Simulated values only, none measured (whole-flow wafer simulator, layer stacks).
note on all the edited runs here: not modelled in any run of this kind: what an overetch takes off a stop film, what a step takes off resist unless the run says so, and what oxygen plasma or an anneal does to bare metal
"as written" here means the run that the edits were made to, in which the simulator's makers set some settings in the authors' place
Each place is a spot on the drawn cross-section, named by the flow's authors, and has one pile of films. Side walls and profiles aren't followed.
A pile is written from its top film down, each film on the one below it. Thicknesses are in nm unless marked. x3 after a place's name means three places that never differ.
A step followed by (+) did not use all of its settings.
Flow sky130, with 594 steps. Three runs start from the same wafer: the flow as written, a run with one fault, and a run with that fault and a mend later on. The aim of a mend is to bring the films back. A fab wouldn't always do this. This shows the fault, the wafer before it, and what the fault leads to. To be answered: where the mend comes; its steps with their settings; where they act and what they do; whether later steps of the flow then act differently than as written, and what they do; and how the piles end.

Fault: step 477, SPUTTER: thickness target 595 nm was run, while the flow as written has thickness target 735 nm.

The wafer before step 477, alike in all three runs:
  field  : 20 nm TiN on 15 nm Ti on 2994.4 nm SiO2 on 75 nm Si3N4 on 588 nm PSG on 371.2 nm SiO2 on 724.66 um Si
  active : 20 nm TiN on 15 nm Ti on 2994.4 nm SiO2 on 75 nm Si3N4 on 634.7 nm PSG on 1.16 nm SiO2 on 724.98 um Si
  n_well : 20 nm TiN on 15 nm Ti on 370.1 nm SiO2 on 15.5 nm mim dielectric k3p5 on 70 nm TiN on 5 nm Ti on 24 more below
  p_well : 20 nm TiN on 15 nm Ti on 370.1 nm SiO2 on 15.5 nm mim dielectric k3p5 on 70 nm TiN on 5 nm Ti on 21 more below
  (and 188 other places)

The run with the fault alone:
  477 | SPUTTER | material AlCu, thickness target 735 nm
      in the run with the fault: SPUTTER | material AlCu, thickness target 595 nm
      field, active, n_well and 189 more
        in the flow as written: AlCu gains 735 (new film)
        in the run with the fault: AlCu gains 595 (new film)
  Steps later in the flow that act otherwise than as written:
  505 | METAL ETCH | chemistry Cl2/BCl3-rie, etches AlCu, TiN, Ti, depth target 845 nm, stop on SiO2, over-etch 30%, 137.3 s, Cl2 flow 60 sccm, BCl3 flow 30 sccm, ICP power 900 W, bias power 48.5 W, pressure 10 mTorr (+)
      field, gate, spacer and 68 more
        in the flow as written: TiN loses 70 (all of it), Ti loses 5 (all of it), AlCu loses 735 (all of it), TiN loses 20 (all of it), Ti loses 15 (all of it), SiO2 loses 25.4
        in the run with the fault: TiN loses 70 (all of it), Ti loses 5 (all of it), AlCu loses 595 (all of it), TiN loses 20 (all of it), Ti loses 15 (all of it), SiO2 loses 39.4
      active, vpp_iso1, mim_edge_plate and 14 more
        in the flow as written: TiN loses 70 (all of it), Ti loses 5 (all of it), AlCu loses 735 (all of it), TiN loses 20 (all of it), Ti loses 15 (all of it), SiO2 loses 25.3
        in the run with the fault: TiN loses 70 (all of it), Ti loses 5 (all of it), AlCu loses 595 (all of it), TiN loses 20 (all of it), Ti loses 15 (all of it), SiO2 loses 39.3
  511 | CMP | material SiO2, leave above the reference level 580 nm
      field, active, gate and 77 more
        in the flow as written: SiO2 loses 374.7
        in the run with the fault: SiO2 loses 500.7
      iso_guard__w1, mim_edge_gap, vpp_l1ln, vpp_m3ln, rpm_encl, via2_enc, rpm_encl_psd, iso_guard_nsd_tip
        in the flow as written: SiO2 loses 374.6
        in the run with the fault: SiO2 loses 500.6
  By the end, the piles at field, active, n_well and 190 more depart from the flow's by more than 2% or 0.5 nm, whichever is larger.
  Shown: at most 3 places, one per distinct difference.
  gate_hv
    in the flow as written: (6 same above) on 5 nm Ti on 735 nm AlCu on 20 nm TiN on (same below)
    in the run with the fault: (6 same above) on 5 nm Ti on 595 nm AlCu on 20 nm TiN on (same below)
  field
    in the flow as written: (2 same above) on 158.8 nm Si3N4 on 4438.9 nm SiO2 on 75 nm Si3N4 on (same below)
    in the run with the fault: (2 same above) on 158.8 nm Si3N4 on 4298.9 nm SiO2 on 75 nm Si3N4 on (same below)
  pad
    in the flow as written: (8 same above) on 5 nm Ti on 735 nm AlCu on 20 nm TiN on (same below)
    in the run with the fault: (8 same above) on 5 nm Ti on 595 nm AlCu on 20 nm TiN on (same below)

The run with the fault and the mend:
  The mend follows step 477.
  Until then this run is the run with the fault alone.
  477a | SPUTTER | material AlCu, thickness target 140 nm (the flow's step 477 again, with other settings)
      field, active, n_well and 189 more
        AlCu gains 140
  Later steps of the flow that are run all act as written at every place that is followed.
  By the end, the piles equal the flow's at every place that both follow.
